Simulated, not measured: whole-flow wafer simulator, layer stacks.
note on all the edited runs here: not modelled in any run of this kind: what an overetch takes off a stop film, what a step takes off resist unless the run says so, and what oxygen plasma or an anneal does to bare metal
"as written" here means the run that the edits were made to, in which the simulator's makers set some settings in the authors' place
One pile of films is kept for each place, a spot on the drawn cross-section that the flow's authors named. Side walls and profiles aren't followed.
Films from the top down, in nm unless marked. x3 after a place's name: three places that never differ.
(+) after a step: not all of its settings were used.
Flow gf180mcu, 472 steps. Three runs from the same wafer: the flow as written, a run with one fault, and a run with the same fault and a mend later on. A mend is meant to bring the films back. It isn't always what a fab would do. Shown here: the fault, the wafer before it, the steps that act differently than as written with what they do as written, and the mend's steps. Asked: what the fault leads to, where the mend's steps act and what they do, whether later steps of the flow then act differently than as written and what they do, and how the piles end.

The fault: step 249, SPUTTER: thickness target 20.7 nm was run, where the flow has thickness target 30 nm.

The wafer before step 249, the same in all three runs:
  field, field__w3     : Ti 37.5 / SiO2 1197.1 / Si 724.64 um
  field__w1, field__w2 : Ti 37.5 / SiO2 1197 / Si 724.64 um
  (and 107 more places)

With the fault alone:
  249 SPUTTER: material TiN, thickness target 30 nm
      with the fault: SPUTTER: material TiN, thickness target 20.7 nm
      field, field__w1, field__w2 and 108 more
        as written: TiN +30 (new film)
        with the fault: TiN +20.7 (new film)
  Later steps of the flow that act differently than as written:
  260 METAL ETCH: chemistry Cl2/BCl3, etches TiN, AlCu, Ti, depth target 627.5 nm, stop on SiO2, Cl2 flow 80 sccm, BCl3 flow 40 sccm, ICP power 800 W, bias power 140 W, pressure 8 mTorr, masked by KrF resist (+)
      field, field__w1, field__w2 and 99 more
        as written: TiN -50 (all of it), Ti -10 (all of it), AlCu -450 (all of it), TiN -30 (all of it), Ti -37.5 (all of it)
        with the fault: TiN -50 (all of it), Ti -10 (all of it), AlCu -450 (all of it), TiN -20.7 (all of it), Ti -37.5 (all of it)
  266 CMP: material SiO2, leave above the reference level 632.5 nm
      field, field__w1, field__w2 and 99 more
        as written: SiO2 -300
        with the fault: SiO2 -309.3
  At the end the piles differ from the flow's by more than 2% or 0.5 nm, whichever is larger, at field__w8, contact, m1 and 6 more.
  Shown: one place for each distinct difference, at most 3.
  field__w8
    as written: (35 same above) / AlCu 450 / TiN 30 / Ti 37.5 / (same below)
    with the fault: (35 same above) / AlCu 450 / TiN 20.7 / Ti 37.5 / (same below)
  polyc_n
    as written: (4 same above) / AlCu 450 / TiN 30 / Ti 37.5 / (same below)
    with the fault: (4 same above) / AlCu 450 / TiN 20.7 / Ti 37.5 / (same below)
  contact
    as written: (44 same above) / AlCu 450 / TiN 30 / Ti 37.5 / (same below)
    with the fault: (44 same above) / AlCu 450 / TiN 20.7 / Ti 37.5 / (same below)

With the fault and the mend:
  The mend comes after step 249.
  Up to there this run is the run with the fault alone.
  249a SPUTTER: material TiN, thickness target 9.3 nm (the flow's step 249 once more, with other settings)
      field, field__w1, field__w2 and 108 more
        TiN +9.3
  No later step of the flow acts differently than as written at any place that is followed.
  At the end the piles are the same as the flow's at every place that both follow.
